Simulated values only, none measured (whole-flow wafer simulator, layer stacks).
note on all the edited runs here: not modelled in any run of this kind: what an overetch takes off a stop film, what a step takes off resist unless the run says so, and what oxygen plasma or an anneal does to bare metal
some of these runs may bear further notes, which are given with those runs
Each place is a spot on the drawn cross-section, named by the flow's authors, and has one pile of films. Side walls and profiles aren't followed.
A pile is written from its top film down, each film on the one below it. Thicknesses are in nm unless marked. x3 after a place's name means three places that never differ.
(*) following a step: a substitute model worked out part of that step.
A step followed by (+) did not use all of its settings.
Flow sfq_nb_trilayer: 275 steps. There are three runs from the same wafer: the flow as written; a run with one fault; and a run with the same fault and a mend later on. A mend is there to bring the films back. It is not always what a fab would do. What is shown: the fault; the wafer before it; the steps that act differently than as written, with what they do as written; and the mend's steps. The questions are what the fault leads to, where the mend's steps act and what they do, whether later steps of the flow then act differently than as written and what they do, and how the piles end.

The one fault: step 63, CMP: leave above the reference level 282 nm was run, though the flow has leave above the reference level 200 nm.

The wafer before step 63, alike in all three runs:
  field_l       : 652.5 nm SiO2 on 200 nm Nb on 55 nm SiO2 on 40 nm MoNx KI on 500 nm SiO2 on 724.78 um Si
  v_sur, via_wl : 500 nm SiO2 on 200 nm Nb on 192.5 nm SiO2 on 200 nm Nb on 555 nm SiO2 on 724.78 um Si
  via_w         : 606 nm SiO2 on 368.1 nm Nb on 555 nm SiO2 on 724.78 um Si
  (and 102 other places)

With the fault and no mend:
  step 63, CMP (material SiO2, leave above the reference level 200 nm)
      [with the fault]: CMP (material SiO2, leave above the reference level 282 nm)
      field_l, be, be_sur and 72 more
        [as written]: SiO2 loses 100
        [with the fault]: SiO2 loses 18
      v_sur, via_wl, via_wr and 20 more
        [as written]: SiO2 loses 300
        [with the fault]: SiO2 loses 218
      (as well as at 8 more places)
  Steps later in the flow that act otherwise than as written (not shown: 4 more steps that differ only slightly, by at most 2% or 0.5 nm, whichever is larger):
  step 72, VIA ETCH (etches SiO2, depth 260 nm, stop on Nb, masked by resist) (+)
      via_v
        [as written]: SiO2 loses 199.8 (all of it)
        [with the fault]: SiO2 loses 260
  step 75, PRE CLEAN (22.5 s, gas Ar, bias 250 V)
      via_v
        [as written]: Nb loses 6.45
        [with the fault]: SiO2 loses 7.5
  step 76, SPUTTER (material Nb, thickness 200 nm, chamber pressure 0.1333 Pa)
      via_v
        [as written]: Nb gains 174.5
        [with the fault]: Nb gains 163.1 (new film)
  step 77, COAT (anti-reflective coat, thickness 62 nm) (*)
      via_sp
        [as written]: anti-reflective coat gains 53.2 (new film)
        [with the fault]: anti-reflective coat gains 51.9 (new film)
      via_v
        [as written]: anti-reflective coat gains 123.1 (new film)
        [with the fault]: anti-reflective coat gains 136.1 (new film)
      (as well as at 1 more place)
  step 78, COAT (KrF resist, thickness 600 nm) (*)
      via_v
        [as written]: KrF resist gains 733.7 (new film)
        [with the fault]: KrF resist gains 783.4 (new film)
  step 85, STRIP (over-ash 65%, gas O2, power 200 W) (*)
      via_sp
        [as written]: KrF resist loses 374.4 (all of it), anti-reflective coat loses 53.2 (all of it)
        [with the fault]: KrF resist loses 370.4 (all of it), anti-reflective coat loses 51.9 (all of it)
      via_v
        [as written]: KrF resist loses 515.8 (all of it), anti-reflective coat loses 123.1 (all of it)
        [with the fault]: KrF resist loses 565.3 (all of it), anti-reflective coat loses 136.1 (all of it)
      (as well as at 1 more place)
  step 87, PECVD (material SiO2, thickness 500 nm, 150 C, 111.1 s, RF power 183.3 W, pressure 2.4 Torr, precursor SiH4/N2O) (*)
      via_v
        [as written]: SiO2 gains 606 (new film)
        [with the fault]: SiO2 gains 678.7 (new film)
  At field_l, v_sur, via_wl and 103 more, the piles at the end differ from the flow's by more than 2% or 0.5 nm, whichever is larger.
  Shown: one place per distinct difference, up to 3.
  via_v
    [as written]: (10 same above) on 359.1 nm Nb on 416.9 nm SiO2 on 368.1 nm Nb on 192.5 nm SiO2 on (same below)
    [with the fault]: (10 same above) on 359.1 nm Nb on 489.6 nm SiO2 on 163.1 nm Nb on 14.3 nm SiO2 on 200 nm Nb on 192.5 nm SiO2 on (same below)
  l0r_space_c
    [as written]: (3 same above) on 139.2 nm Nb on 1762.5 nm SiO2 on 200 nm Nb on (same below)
    [with the fault]: (3 same above) on 139.2 nm Nb on 1844.5 nm SiO2 on 200 nm Nb on (same below)
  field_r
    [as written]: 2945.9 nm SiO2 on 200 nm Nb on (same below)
    [with the fault]: 3027.9 nm SiO2 on 200 nm Nb on (same below)

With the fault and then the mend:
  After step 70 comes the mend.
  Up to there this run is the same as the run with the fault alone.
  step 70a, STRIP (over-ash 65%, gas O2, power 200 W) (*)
      field_l, v_sur, via_wl and 102 more
        KrF resist loses 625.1 (all of it), anti-reflective coat loses 62 (all of it)
      via_v
        anti-reflective coat loses 62 (all of it)
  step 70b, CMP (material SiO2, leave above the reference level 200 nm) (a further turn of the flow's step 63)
      field_l, v_sur, via_wl and 103 more
        SiO2 loses 82
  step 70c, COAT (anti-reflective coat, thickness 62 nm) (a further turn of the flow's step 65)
      field_l, v_sur, via_wl and 103 more
        anti-reflective coat gains 62 (new film)
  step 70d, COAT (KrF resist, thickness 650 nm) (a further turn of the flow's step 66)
      field_l, v_sur, via_wl and 103 more
        KrF resist gains 650 (new film)
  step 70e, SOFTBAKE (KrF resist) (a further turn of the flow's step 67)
      alters no film at any place that is followed
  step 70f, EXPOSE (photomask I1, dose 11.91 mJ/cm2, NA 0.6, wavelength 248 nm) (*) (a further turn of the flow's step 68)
      alters no film at any place that is followed
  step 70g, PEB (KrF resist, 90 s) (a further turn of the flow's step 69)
      field_l, v_sur, via_wl and 103 more
        KrF resist loses 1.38
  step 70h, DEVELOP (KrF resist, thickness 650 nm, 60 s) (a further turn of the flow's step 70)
      field_l, v_sur, via_wl and 102 more
        KrF resist loses 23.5
      via_v
        KrF resist loses 648.6 (all of it)
  None of the later steps of the flow acts differently than as written at any place that is followed.
  The piles end the same as the flow's at every place that both follow.
